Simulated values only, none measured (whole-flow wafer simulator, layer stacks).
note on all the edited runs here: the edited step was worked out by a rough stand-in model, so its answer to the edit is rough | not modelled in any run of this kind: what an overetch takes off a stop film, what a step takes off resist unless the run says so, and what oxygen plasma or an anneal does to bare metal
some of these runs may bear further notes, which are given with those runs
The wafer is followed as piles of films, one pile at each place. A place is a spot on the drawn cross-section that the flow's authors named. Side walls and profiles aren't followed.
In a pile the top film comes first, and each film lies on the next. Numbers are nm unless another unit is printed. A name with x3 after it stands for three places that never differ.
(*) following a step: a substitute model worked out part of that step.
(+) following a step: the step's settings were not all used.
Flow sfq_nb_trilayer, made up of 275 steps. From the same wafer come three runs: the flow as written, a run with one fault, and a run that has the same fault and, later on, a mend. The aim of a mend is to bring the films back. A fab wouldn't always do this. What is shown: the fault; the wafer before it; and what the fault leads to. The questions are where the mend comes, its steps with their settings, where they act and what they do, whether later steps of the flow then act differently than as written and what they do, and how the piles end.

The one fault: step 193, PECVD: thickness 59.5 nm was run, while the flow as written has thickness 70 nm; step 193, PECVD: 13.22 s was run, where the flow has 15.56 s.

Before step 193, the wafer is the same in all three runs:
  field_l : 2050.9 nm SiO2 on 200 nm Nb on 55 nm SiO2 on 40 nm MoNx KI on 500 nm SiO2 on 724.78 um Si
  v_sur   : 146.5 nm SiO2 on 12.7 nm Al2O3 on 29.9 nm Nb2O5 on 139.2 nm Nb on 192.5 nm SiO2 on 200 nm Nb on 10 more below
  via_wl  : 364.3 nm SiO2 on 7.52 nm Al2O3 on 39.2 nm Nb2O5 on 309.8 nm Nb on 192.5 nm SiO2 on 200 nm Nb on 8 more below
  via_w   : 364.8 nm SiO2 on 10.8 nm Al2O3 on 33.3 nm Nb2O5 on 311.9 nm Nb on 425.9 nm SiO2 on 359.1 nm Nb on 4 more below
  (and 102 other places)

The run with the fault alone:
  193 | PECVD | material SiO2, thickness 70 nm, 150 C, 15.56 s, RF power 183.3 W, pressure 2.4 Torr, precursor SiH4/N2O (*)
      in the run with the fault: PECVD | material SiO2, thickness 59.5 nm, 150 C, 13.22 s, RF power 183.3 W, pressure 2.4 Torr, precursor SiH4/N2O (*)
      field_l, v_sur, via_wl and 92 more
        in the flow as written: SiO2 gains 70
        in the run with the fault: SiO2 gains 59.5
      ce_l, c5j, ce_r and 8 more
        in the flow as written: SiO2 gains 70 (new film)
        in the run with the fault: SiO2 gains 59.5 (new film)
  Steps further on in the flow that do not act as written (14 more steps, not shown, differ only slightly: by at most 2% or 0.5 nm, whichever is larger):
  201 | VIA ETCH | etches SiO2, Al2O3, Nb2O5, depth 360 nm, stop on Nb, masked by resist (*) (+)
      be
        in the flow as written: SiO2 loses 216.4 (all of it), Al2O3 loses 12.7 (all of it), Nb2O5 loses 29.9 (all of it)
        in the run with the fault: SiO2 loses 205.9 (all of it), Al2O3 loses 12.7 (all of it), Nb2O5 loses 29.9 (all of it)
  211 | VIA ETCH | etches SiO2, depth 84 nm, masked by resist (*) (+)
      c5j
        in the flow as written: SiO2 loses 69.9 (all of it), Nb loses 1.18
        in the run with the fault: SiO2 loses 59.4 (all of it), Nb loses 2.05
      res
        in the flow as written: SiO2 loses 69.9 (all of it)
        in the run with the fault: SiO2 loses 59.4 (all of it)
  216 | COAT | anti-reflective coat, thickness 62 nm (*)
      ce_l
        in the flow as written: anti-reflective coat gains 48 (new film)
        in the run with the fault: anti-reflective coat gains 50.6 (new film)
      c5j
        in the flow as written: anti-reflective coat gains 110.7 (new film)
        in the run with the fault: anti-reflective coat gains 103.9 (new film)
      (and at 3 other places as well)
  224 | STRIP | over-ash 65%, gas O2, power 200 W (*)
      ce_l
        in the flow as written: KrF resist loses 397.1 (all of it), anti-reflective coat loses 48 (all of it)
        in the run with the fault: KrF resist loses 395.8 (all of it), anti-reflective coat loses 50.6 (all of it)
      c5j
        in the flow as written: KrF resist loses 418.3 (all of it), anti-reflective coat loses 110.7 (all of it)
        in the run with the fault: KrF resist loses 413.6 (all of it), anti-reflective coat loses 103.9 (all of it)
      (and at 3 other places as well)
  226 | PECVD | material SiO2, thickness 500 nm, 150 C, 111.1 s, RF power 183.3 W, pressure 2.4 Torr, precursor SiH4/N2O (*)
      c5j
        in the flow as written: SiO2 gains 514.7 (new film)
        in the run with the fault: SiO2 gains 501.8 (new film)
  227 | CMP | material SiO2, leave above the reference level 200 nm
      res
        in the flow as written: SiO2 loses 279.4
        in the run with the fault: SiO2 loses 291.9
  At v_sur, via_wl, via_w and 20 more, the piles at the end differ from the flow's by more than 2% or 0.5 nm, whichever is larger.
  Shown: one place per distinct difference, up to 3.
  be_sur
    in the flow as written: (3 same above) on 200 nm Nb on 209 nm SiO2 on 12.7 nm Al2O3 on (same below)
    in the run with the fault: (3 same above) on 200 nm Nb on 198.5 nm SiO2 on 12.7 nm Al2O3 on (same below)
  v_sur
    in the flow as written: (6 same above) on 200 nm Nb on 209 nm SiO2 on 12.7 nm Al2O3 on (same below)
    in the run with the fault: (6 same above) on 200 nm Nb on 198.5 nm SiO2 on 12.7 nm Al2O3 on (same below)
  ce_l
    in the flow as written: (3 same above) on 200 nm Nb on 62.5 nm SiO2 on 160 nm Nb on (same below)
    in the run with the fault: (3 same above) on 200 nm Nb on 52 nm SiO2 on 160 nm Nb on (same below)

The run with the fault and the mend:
  The mend stands after step 193.
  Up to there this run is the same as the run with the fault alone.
  193a | PECVD | material SiO2, thickness 10.5 nm, 150 C, 2.333 s, RF power 183.3 W, pressure 2.4 Torr, precursor SiH4/N2O (*) (the flow's step 193 again, with other settings)
      field_l, v_sur, via_wl and 103 more
        SiO2 gains 10.5
  Every later step of the flow that is run acts as written, at every place that is followed, to within 2% or 0.5 nm, whichever is larger.
  The piles end the same as the flow's at every place that both follow.
